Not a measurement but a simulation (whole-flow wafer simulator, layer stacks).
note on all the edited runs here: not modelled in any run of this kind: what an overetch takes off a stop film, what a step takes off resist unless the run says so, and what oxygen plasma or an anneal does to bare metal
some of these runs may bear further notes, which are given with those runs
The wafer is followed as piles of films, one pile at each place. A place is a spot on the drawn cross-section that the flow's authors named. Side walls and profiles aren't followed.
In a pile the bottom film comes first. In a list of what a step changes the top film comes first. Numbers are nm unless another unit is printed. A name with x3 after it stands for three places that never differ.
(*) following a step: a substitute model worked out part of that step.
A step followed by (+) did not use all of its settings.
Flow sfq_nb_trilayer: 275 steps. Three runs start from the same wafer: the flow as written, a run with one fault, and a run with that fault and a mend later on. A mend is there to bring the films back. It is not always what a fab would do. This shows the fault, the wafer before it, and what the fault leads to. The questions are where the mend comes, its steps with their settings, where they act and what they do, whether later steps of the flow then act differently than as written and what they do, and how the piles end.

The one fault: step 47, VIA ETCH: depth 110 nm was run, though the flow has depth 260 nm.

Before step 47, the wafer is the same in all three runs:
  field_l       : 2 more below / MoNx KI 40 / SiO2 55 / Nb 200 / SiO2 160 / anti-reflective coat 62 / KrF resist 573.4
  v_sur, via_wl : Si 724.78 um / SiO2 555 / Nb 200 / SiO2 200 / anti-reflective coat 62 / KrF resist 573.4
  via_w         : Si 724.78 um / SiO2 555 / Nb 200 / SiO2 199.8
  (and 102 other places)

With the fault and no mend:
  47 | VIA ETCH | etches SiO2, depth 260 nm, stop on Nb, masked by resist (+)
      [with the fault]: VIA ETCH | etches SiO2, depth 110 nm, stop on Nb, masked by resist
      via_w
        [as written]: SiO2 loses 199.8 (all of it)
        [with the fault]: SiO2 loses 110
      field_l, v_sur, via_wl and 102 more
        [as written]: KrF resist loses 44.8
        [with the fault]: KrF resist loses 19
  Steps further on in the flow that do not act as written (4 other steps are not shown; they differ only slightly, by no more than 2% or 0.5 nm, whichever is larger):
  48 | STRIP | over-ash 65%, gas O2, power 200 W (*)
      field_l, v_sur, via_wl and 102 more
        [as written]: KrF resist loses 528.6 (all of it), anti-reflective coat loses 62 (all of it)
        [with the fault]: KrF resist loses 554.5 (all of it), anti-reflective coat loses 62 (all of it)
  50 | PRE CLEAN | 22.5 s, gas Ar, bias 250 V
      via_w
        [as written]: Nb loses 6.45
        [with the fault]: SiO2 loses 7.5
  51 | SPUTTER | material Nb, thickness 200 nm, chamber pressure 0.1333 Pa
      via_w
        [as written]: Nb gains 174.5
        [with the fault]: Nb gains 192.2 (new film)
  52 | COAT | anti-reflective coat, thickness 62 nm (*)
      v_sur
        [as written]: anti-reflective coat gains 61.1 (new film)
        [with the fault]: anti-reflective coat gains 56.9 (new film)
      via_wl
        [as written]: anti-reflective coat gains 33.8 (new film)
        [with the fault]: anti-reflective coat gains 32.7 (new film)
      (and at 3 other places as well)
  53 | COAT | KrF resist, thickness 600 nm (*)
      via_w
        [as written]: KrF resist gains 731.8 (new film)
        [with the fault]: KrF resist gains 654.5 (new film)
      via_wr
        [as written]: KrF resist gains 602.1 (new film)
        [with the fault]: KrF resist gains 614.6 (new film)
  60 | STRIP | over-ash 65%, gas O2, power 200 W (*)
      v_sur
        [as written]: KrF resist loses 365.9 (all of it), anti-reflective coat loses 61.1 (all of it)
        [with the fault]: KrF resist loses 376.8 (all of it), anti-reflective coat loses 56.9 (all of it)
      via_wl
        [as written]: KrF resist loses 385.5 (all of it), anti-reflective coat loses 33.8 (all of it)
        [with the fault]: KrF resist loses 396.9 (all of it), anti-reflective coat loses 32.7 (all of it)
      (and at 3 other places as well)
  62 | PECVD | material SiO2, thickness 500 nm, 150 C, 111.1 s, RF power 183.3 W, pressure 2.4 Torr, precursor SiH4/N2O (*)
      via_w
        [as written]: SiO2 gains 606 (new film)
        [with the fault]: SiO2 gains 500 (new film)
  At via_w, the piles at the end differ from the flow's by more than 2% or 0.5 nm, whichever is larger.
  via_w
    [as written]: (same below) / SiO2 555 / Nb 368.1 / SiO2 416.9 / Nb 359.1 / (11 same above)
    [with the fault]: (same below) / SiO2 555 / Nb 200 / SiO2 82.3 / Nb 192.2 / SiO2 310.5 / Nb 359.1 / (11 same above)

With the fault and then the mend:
  The mend stands after step 48.
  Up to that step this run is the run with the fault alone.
  48a | COAT | anti-reflective coat, thickness 62 nm (*) (a further turn of the flow's step 40)
      p4_fl x3, p4_w1 x9, p4_g1 x2 and 63 more
        anti-reflective coat gains 62 (new film)
      be_sur, gap, jj_sur and 17 more
        anti-reflective coat gains 61.9 (new film)
      field_l, via_v
        anti-reflective coat gains 61.7 (new film)
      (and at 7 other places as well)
  48b | COAT | KrF resist, thickness 650 nm (*) (a further turn of the flow's step 41)
      p4_fl x3, p4_w1 x9, p4_g1 x2 and 63 more
        KrF resist gains 650 (new film)
      res, r_end, moat and 8 more
        KrF resist gains 649.7 (new film)
      ce_l, c5j, ce_r
        KrF resist gains 649.5 (new film)
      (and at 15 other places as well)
  48c | SOFTBAKE | KrF resist (a further turn of the flow's step 42)
      leaves every film unchanged at each place that is followed
  48d | EXPOSE | photomask I0, dose 11.91 mJ/cm2, NA 0.6, wavelength 248 nm (*) (a further turn of the flow's step 43)
      leaves every film unchanged at each place that is followed
  48e | PEB | KrF resist, 90 s (a further turn of the flow's step 44)
      be_sur, gap, jj_sur and 94 more
        KrF resist loses 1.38
      field_l, v_sur, via_sp, via_v, wire, be
        KrF resist loses 1.37
      via_wl, via_wr
        KrF resist loses 1.41
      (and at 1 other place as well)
  48f | DEVELOP | KrF resist, thickness 650 nm, 60 s (a further turn of the flow's step 45)
      field_l, v_sur, via_wl and 102 more
        KrF resist loses 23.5
      via_w
        KrF resist loses 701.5 (all of it)
  48g | VIA ETCH | etches anti-reflective coat, depth 125 nm, masked by resist (+) (a further turn of the flow's step 46)
      field_l, v_sur, via_wl and 102 more
        KrF resist loses 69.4
      via_w
        anti-reflective coat loses 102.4 (all of it), SiO2 loses 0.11
  48h | VIA ETCH | etches SiO2, depth 150 nm, stop on Nb, masked by resist (+) (a further turn of the flow's step 47, with different settings)
      field_l, v_sur, via_wl and 102 more
        KrF resist loses 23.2
      via_w
        SiO2 loses 89.7 (all of it)
  48i | STRIP | over-ash 65%, gas O2, power 200 W (*) (a further turn of the flow's step 48)
      p4_fl x3, p4_w1 x9, p4_g1 x2 and 63 more
        KrF resist loses 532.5 (all of it), anti-reflective coat loses 62 (all of it)
      field_r, lsp_l, ln_m5, lsp_m, ln_m6, lsp_r, l0_sur, l0v
        KrF resist loses 532.2 (all of it), anti-reflective coat loses 61.9 (all of it)
      be_r, r_sur, res, r_end, moat
        KrF resist loses 532.1 (all of it), anti-reflective coat loses 61.9 (all of it)
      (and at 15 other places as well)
  None of the later steps of the flow differs from how it acts as written, at any place that is followed, by more than 2% or 0.5 nm, whichever is larger.
  The piles end only slightly different from the flow's at the places that both follow, by no more than 2% or 0.5 nm, whichever is larger.
